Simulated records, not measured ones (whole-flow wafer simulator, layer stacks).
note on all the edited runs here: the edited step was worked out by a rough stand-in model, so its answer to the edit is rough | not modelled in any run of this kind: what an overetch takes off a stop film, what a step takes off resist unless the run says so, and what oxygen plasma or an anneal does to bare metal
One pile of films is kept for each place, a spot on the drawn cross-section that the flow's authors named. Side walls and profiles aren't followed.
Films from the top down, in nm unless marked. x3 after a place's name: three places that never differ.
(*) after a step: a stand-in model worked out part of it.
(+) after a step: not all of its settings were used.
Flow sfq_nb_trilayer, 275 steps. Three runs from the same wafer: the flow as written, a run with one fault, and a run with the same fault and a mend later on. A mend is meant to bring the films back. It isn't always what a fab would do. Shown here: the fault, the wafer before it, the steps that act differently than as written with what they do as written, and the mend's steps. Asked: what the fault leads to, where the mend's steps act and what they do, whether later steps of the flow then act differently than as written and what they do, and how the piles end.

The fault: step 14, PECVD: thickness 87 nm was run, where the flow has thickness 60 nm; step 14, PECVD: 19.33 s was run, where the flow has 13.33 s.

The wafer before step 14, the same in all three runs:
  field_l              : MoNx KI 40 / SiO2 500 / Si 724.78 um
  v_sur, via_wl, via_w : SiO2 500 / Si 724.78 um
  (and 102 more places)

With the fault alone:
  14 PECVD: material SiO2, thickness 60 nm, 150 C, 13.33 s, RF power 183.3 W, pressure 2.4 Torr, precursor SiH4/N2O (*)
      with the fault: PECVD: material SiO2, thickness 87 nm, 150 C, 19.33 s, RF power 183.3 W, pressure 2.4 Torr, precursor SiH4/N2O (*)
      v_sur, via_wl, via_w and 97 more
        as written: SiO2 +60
        with the fault: SiO2 +87
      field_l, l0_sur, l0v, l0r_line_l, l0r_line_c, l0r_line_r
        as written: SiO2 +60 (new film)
        with the fault: SiO2 +87 (new film)
  Later steps of the flow that act differently than as written (8 more steps differ only slightly, by at most 2% or 0.5 nm, whichever is larger, and aren't shown):
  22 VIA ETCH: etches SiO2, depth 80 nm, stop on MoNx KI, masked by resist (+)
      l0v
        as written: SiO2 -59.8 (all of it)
        with the fault: SiO2 -80
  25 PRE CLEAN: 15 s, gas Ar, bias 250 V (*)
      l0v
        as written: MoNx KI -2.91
        with the fault: SiO2 -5
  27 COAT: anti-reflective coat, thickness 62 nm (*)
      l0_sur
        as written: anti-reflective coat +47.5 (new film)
        with the fault: anti-reflective coat +45.9 (new film)
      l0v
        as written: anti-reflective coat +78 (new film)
        with the fault: anti-reflective coat +83.5 (new film)
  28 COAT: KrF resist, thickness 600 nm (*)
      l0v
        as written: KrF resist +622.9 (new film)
        with the fault: KrF resist +637.9 (new film)
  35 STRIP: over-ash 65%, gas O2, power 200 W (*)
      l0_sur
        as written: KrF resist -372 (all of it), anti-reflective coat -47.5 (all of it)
        with the fault: KrF resist -369.5 (all of it), anti-reflective coat -45.9 (all of it)
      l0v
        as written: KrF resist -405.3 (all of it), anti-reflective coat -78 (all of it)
        with the fault: KrF resist -420.2 (all of it), anti-reflective coat -83.5 (all of it)
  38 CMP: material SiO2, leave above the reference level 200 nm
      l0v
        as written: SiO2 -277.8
        with the fault: SiO2 -251.6
  At the end the piles differ from the flow's by more than 2% or 0.5 nm, whichever is larger, at field_l, v_sur, via_wl and 100 more.
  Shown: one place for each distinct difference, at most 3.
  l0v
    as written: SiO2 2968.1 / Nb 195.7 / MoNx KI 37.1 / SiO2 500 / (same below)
    with the fault: SiO2 2994.3 / Nb 191.8 / SiO2 1.85 / MoNx KI 40 / SiO2 500 / (same below)
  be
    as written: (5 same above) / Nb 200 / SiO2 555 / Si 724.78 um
    with the fault: (5 same above) / Nb 200 / SiO2 582 / Si 724.78 um
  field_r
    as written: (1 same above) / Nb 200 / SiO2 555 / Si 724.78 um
    with the fault: (1 same above) / Nb 200 / SiO2 582 / Si 724.78 um

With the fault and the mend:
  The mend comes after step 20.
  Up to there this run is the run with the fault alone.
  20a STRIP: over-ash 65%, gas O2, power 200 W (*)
      p4_fl x3, p4_w1 x9, p4_g1 x2 and 59 more
        KrF resist -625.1 (all of it), anti-reflective coat -62 (all of it)
      ce_l, c5j, ce_r, sp_r, be_r, r_sur
        KrF resist -632 (all of it), anti-reflective coat -63.7 (all of it)
      gap, jj_sur, res
        KrF resist -632.1 (all of it), anti-reflective coat -63.7 (all of it)
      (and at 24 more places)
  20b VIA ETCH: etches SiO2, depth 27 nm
      field_l, v_sur, via_wl and 103 more
        SiO2 -27
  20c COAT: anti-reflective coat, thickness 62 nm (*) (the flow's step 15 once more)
      p4_fl x3, p4_w1 x9, p4_g1 x2 and 59 more
        anti-reflective coat +62 (new film)
      be_sur, gap, jj_sur and 8 more
        anti-reflective coat +63.7 (new film)
      wire, be, moat, field_r
        anti-reflective coat +63.8 (new film)
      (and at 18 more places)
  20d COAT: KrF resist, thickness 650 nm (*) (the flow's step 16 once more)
      p4_fl x3, p4_w1 x9, p4_g1 x2 and 59 more
        KrF resist +650 (new film)
      ce_l, c5j, ce_r, sp_r, be_r
        KrF resist +656.9 (new film)
      gap, jj_sur, r_sur, res
        KrF resist +657 (new film)
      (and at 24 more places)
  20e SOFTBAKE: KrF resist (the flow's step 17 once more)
      changes no film at any place that is followed
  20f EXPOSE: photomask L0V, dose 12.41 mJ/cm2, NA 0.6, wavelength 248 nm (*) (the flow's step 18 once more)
      changes no film at any place that is followed
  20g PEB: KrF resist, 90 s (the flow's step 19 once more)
      p4_fl x3, p4_w1 x9, p4_g1 x2 and 59 more
        KrF resist -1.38
      via_v, wire, be and 15 more
        KrF resist -1.39
      v_sur, via_w, via_wr, via_sp, lsp_m, ln_m6, lsp_r
        KrF resist -1.4
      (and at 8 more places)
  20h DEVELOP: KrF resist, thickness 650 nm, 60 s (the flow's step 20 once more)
      field_l, v_sur, via_wl and 102 more
        KrF resist -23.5
      l0v
        KrF resist -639 (all of it)
  No later step of the flow acts differently than as written, at any place that is followed, by more than 2% or 0.5 nm, whichever is larger.
  At the end the piles are the same as the flow's at every place that both follow.
